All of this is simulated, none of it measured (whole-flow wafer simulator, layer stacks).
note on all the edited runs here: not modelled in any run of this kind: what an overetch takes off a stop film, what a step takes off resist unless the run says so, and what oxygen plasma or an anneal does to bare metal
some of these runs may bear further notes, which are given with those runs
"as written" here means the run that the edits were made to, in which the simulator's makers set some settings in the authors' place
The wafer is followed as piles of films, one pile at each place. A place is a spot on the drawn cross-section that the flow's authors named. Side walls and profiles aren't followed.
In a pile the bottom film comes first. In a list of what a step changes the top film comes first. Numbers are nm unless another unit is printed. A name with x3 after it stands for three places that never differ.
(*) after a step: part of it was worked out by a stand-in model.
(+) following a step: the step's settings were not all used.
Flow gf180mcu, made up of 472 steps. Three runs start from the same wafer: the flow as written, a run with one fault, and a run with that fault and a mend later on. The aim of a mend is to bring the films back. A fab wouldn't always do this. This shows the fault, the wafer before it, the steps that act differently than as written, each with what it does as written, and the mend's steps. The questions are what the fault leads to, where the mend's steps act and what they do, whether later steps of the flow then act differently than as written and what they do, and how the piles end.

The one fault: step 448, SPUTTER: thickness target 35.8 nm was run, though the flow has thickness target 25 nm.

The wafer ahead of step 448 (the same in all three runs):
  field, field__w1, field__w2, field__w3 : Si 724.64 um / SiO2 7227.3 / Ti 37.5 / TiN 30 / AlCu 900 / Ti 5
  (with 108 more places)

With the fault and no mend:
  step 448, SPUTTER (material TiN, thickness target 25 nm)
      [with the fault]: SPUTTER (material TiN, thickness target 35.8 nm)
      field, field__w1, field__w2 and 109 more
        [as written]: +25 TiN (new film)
        [with the fault]: +35.8 TiN (new film)
  Steps later in the flow that act otherwise than as written (not shown: 4 more steps that differ only slightly, by at most 2% or 0.5 nm, whichever is larger):
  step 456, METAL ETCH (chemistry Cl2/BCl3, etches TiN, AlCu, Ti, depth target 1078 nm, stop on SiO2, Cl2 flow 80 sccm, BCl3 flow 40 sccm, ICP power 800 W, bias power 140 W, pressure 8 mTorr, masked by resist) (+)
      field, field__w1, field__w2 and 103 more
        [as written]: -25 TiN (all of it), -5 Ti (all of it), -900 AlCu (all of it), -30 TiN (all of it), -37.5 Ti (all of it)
        [with the fault]: -35.8 TiN (all of it), -5 Ti (all of it), -900 AlCu (all of it), -30 TiN (all of it), -37.5 Ti (all of it)
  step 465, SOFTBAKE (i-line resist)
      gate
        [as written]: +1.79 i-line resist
        [with the fault]: -0.28 i-line resist
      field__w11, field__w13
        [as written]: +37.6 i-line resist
        [with the fault]: +31.5 i-line resist
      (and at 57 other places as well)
  At field__w8, contact, m1, m1__w1, pad, m1_nw, the piles at the end differ from the flow's by more than 2% or 0.5 nm, whichever is larger.
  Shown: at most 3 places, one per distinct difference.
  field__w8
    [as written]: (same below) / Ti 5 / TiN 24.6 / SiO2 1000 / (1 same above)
    [with the fault]: (same below) / Ti 5 / TiN 35.4 / SiO2 1000 / (1 same above)
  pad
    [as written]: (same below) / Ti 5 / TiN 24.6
    [with the fault]: (same below) / Ti 5 / TiN 35.4

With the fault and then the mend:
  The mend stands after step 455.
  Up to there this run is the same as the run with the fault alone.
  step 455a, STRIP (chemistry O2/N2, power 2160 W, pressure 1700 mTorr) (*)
      field__w8, contact, m1, m1__w1, pad, m1_nw
        -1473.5 resist (all of it)
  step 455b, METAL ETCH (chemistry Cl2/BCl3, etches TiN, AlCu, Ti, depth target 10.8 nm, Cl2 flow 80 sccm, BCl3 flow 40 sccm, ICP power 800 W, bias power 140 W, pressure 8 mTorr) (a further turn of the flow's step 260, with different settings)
      field, field__w1, field__w2 and 109 more
        -10.8 TiN
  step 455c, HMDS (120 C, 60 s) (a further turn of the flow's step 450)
      alters no film at any place that is followed
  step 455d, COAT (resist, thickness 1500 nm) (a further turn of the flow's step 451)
      field, field__w1, field__w2 and 109 more
        +1500 resist (new film)
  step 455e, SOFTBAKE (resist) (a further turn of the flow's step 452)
      alters no film at any place that is followed
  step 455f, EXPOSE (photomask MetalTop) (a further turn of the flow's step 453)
      alters no film at any place that is followed
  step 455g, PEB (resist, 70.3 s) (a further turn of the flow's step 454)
      field, field__w1, field__w2 and 109 more
        -26.5 resist
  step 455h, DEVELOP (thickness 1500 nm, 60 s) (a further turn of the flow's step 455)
      field, field__w1, field__w2 and 103 more
        -1473.5 resist (all of it)
  None of the later steps of the flow acts differently than as written at any place that is followed.
  At every place that both follow, the piles at the end match the flow's.
